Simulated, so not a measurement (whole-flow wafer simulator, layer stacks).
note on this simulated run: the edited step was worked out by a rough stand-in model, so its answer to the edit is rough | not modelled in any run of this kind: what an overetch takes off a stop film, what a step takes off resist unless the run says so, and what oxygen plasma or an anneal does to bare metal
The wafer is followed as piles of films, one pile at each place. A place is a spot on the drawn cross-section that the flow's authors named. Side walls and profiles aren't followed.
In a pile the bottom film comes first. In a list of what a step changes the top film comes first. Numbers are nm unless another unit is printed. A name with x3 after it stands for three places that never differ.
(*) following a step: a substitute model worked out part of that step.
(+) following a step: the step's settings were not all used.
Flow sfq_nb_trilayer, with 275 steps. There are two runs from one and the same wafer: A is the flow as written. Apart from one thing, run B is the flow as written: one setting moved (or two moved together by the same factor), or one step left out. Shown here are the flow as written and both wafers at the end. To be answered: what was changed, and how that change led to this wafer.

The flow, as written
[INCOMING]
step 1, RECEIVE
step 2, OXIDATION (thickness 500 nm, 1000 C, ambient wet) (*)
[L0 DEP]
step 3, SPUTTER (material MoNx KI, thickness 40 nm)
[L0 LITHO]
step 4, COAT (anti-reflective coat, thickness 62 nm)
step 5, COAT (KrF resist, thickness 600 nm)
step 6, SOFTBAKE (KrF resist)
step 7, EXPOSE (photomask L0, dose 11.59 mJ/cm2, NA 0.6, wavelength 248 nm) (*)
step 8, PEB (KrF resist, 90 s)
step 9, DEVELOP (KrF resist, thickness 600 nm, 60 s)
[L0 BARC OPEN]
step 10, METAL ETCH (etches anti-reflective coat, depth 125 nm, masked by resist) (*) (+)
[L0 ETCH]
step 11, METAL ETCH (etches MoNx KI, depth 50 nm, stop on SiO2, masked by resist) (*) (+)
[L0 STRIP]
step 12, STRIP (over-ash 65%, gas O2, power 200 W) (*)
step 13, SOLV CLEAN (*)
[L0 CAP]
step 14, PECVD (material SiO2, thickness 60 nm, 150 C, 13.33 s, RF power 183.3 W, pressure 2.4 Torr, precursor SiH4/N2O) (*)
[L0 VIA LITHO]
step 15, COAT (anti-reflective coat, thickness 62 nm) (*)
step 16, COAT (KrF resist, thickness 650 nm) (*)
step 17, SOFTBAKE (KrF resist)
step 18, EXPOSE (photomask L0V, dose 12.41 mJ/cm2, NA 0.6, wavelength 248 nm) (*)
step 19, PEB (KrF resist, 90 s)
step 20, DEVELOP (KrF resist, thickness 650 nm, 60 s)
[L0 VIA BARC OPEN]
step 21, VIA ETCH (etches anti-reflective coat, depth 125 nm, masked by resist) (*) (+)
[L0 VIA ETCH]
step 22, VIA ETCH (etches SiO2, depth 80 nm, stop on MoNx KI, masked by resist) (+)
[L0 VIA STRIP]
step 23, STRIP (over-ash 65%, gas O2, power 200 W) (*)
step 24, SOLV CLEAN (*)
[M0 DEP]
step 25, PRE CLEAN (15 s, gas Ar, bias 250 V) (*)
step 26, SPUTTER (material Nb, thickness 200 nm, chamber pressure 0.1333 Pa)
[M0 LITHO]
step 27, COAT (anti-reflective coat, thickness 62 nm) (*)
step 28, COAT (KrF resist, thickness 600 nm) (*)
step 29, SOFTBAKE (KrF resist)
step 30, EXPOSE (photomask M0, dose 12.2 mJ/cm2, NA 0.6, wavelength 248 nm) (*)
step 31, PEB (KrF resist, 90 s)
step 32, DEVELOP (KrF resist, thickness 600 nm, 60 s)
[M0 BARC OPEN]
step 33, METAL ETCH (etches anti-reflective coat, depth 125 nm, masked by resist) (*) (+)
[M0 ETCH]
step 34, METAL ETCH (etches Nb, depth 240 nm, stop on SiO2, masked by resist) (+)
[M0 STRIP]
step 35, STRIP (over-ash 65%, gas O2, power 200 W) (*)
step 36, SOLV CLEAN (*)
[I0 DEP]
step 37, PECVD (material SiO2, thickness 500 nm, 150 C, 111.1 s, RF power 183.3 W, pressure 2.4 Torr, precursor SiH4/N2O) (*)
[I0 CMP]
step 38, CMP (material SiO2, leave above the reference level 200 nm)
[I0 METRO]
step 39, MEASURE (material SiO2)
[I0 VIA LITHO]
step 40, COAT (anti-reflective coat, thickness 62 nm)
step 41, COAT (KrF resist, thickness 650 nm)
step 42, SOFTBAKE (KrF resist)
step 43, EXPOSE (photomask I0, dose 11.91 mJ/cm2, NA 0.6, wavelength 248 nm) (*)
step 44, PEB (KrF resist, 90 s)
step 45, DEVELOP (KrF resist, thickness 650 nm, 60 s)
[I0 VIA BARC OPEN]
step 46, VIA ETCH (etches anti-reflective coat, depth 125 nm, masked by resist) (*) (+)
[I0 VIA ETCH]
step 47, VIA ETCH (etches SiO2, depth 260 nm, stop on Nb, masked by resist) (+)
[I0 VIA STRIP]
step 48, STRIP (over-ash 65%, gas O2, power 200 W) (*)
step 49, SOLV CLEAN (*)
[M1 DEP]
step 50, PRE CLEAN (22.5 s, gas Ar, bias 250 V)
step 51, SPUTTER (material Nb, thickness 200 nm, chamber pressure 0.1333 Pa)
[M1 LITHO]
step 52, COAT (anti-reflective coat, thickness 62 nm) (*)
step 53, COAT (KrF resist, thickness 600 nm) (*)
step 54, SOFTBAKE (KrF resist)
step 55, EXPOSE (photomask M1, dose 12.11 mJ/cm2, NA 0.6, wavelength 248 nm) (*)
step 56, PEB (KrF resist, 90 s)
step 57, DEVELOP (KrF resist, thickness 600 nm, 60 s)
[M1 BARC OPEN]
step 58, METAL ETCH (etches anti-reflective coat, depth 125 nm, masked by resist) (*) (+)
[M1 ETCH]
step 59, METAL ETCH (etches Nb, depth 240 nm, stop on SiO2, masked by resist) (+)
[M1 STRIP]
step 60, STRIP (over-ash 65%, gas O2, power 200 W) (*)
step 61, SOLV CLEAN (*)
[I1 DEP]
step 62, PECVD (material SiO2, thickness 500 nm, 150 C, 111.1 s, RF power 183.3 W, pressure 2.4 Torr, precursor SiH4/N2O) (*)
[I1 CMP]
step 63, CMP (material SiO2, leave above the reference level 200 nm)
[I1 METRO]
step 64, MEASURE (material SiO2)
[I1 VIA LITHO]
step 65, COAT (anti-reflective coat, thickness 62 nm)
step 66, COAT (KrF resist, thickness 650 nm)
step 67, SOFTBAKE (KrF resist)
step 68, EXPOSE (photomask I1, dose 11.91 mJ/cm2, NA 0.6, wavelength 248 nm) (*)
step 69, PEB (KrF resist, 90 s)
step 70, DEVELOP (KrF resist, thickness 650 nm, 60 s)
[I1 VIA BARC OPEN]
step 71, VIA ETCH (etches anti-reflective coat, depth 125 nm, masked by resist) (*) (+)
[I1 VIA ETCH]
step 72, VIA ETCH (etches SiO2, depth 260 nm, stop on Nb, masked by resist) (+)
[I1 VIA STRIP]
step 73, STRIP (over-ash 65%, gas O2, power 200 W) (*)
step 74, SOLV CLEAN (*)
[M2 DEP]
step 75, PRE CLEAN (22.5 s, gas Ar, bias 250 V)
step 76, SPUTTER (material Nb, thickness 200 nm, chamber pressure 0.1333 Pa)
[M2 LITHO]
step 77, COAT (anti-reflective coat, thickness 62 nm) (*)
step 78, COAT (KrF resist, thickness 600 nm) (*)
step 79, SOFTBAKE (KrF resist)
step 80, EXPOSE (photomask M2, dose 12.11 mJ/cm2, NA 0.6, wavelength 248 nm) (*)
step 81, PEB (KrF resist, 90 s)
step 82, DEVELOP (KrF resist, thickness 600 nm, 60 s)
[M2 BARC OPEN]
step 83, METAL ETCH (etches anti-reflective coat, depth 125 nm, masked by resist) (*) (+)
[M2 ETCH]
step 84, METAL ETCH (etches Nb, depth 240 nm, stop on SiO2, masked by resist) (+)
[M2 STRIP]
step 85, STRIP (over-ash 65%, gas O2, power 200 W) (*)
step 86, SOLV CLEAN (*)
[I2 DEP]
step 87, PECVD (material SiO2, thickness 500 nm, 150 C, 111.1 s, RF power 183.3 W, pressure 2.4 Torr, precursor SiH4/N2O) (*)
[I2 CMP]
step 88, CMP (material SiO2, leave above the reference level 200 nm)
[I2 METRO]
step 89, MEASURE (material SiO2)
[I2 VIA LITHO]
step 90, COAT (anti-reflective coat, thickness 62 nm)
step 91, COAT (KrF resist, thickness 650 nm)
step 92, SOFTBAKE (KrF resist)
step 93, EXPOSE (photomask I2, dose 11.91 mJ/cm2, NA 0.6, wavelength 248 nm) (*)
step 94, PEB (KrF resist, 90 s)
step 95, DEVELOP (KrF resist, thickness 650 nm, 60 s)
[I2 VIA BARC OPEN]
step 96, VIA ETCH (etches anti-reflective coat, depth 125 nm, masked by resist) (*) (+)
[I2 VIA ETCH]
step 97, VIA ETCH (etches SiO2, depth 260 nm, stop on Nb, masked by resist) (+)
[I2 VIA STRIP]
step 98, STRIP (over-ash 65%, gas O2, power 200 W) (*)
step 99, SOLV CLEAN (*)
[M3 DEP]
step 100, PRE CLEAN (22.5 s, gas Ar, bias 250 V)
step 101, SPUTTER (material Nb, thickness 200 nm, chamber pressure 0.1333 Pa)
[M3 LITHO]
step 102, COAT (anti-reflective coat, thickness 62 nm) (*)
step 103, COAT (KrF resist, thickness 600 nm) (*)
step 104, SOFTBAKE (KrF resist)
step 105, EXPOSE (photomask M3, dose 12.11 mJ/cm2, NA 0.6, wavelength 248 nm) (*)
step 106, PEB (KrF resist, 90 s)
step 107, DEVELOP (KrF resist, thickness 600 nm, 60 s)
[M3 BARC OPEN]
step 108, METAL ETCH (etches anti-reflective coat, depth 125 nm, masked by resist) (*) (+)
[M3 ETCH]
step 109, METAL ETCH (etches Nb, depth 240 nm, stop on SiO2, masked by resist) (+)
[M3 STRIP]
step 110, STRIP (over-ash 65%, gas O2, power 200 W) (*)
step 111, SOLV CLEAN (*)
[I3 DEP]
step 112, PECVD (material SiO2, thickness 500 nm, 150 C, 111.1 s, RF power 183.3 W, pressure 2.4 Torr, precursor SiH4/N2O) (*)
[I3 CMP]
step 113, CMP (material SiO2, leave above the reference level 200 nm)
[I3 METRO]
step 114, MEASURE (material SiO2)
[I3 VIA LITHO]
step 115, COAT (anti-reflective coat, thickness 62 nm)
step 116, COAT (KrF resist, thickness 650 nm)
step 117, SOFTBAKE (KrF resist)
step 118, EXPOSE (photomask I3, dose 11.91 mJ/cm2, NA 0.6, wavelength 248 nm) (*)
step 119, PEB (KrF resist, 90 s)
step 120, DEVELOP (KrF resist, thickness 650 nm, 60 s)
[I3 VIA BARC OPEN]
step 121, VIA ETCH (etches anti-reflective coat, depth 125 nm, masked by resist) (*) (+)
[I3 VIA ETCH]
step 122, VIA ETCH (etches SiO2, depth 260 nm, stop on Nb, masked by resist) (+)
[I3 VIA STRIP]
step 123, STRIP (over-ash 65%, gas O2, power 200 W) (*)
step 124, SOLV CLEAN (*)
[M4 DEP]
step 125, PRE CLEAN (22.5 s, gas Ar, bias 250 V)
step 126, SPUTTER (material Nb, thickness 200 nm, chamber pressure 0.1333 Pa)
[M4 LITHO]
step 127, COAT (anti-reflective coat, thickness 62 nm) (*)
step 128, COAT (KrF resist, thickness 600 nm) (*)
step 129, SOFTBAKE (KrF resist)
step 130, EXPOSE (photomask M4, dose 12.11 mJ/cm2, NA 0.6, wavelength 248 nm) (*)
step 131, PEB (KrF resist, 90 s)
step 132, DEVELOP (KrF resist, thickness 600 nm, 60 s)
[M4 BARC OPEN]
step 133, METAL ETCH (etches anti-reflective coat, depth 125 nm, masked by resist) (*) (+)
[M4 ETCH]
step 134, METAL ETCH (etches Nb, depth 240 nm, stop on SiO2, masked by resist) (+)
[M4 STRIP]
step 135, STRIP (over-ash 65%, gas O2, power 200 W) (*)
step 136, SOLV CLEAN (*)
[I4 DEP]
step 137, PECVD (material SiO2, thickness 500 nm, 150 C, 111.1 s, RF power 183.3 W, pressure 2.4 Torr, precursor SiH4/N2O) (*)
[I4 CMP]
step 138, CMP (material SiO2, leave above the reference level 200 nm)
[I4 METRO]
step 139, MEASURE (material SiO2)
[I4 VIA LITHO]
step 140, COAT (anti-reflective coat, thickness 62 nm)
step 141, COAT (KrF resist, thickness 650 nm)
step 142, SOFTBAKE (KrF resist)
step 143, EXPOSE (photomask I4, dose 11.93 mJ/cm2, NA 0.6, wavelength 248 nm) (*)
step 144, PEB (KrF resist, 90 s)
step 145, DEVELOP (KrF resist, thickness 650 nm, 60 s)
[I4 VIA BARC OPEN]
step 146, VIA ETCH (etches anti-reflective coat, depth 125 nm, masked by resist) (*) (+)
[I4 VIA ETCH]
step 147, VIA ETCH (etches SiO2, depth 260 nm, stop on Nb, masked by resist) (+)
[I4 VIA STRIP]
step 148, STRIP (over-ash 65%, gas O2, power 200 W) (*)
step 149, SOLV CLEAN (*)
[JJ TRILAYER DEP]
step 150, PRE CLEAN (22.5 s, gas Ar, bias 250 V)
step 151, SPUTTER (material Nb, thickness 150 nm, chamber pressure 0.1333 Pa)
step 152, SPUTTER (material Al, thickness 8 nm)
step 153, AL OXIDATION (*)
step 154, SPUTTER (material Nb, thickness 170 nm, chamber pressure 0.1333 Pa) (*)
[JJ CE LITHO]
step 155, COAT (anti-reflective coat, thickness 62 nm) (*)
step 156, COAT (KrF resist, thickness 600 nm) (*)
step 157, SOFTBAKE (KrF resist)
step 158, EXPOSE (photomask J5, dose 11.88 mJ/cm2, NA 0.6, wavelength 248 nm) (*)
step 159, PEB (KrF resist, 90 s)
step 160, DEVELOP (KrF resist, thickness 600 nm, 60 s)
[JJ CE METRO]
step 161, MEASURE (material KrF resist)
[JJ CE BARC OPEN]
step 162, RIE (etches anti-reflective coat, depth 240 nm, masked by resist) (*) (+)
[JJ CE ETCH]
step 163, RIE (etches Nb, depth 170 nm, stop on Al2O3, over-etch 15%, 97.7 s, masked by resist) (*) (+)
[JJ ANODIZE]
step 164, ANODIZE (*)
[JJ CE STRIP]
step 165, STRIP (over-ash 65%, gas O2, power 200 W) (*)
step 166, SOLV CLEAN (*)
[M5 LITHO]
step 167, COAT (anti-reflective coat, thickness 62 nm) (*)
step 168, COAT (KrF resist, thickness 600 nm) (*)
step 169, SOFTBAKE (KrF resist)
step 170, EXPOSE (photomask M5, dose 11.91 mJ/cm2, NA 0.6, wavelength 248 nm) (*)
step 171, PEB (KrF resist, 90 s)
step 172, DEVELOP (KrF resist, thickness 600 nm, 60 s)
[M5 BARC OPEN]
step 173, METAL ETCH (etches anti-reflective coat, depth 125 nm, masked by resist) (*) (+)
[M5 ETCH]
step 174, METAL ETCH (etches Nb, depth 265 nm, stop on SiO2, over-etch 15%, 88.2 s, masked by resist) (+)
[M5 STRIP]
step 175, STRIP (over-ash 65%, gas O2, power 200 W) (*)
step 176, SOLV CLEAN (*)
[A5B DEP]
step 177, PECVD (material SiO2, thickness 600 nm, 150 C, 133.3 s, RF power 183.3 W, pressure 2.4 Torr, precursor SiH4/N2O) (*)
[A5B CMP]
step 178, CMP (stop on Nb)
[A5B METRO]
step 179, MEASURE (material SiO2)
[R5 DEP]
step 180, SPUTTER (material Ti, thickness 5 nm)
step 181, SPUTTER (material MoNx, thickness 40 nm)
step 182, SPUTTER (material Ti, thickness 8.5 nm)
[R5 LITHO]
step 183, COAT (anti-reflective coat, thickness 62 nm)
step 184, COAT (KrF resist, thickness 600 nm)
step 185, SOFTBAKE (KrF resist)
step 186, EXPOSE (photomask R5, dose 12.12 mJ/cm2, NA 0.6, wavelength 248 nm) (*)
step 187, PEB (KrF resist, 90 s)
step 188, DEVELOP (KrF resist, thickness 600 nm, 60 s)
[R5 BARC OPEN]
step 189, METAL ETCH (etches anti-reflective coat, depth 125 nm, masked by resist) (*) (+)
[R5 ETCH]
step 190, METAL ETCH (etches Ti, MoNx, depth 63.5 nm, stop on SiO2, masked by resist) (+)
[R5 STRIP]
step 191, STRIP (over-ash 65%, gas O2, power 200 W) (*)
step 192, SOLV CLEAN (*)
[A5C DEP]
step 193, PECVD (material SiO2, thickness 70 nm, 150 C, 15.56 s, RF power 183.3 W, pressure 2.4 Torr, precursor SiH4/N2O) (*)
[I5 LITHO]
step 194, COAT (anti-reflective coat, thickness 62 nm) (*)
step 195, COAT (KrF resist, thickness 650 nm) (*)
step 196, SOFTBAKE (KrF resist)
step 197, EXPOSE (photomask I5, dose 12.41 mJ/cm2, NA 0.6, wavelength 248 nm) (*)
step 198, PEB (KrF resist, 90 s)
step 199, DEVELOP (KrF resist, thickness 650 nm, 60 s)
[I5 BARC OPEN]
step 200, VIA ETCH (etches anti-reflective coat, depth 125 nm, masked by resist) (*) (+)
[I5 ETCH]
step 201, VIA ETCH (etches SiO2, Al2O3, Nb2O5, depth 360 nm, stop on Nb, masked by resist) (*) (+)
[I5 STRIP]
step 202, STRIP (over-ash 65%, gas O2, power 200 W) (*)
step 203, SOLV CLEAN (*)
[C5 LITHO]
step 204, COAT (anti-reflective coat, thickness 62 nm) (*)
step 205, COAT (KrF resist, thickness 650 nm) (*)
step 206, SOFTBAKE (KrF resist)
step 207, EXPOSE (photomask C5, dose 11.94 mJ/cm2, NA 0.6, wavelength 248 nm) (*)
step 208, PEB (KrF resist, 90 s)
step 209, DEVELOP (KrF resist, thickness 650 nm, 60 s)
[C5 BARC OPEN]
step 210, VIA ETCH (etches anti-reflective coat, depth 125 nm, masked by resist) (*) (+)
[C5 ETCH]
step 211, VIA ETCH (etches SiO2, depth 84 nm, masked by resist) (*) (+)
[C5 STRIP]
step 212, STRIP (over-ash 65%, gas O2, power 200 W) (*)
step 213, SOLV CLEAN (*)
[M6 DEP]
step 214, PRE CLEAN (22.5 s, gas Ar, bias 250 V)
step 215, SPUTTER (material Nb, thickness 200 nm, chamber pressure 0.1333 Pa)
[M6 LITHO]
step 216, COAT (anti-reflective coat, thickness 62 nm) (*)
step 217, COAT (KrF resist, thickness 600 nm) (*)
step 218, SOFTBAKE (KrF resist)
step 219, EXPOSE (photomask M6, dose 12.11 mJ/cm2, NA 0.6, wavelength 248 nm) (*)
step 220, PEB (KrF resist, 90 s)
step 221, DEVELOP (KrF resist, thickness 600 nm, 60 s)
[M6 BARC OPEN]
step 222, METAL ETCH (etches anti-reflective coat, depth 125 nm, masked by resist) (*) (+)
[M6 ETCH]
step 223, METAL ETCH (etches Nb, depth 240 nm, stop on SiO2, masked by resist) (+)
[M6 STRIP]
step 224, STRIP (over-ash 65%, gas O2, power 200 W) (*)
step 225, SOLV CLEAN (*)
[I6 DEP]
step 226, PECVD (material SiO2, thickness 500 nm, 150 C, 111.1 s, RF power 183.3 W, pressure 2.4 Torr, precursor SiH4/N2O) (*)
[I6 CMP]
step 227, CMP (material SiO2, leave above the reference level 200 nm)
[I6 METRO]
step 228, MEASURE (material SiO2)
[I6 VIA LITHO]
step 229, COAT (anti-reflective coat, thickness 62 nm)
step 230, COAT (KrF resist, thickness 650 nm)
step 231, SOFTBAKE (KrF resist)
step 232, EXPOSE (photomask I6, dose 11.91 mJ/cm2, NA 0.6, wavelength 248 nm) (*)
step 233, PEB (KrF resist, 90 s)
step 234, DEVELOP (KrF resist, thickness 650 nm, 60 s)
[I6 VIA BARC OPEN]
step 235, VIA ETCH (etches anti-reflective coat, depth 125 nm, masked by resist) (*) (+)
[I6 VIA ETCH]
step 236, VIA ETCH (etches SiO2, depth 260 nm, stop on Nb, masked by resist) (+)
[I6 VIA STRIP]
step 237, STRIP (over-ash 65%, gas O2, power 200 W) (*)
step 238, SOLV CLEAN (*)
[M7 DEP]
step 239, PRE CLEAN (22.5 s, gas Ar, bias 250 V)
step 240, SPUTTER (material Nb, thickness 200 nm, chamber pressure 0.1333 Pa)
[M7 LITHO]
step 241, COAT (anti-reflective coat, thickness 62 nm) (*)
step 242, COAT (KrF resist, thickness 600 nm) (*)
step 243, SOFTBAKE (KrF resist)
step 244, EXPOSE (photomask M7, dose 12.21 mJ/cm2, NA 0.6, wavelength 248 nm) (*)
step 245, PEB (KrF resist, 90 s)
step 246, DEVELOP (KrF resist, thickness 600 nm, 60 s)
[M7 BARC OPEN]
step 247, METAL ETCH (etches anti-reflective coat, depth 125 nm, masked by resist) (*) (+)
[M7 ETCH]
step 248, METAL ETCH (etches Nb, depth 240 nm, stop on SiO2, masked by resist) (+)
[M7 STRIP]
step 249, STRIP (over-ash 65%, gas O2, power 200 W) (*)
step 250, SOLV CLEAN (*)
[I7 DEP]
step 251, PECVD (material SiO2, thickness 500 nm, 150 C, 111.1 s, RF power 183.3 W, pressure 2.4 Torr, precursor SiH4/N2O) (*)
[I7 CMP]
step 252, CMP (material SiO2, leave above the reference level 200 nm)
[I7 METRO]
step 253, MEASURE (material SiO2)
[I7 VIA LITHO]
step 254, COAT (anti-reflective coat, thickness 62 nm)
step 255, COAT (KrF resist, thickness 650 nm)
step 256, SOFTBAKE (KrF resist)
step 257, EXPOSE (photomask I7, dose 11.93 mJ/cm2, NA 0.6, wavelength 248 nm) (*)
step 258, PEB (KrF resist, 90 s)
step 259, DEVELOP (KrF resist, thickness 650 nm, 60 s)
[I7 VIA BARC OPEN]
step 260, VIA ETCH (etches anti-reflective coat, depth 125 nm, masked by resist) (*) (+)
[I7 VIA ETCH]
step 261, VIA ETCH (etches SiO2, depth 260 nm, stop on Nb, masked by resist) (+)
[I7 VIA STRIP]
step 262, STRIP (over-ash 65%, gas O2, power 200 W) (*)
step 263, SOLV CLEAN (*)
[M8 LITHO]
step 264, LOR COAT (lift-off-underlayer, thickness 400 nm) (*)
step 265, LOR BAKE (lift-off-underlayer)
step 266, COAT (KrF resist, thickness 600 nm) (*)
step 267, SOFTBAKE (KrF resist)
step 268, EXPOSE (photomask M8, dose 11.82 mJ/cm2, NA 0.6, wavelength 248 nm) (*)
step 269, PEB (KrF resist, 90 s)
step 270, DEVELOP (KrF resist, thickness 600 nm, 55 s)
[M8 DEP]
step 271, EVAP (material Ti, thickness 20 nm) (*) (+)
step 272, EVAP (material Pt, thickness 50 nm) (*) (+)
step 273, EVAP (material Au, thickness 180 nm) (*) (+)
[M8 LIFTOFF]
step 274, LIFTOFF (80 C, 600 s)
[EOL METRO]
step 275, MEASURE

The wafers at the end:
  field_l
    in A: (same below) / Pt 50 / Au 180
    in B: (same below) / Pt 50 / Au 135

What caused this: step 273, EVAP: thickness 135 nm was run, whereas the flow has thickness 180 nm.
The wafer lets one read it off: field_l has Au 135, and step 273 as written asks for 180 nm.

Step by step, how the change led to this:
  step 273, EVAP (material Au, thickness 180 nm) (*) (+)
      field_l, v_sur, via_wl and 103 more: A Au gains 180 (new film) | B Au gains 135 (new film)
  step 274, LIFTOFF (80 C, 600 s)
      p4_fl, p4_fm, p4_w1 and 71 more: A Au loses 180 (all of it), Pt loses 50 (all of it), Ti loses 20 (all of it), KrF resist loses 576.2 (all of it), lift-off-underlayer loses 400 (all of it) | B Au loses 135 (all of it), Pt loses 50 (all of it), Ti loses 20 (all of it), KrF resist loses 576.2 (all of it), lift-off-underlayer loses 400 (all of it)
      c5j, ce_r: A Au loses 180 (all of it), Pt loses 50 (all of it), Ti loses 20 (all of it), KrF resist loses 573.3 (all of it), lift-off-underlayer loses 399.3 (all of it) | B Au loses 135 (all of it), Pt loses 50 (all of it), Ti loses 20 (all of it), KrF resist loses 573.3 (all of it), lift-off-underlayer loses 399.3 (all of it)
      (as well as at 19 more places)
